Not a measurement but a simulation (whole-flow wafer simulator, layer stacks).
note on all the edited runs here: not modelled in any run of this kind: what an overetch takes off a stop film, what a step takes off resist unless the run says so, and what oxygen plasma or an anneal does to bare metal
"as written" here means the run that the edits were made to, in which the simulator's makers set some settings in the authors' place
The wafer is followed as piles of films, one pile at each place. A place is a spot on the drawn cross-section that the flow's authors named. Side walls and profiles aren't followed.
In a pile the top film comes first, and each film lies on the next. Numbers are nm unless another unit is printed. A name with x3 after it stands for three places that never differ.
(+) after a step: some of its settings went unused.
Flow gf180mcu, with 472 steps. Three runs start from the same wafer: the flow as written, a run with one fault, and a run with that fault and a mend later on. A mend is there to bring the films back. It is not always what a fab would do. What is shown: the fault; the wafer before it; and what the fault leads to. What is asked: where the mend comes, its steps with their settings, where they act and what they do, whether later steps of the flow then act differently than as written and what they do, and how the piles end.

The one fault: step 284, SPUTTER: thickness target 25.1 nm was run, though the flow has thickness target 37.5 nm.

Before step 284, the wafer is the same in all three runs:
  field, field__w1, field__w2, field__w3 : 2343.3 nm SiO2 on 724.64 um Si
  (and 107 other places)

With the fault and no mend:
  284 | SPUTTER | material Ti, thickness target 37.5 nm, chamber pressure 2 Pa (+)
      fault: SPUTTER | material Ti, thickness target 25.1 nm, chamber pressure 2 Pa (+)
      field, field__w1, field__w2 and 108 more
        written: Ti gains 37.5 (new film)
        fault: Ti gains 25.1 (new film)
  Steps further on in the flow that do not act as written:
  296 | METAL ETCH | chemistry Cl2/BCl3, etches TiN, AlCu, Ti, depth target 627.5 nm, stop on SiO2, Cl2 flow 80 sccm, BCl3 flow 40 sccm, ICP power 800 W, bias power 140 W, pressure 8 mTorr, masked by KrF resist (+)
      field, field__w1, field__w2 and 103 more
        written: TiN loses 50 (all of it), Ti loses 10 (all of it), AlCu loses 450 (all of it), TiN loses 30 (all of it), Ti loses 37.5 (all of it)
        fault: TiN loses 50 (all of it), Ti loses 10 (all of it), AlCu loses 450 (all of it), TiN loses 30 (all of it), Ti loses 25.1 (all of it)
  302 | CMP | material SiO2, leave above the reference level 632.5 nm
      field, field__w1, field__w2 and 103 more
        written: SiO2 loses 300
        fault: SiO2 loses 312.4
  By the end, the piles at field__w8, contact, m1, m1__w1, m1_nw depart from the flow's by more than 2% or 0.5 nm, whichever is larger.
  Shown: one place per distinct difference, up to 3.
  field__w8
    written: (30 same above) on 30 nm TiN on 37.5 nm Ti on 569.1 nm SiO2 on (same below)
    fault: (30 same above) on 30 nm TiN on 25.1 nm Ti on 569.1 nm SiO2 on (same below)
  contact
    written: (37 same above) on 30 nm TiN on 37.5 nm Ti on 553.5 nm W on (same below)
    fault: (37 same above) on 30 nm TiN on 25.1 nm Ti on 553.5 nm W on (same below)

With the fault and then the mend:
  The mend stands after step 284.
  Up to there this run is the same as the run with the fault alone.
  284a | SPUTTER | material Ti, thickness target 12.4 nm, chamber pressure 2 Pa (+) (the flow's step 284 again, with other settings)
      field, field__w1, field__w2 and 108 more
        Ti gains 12.4
  None of the later steps of the flow acts differently than as written at any place that is followed.
  By the end, the piles equal the flow's at every place that both follow.
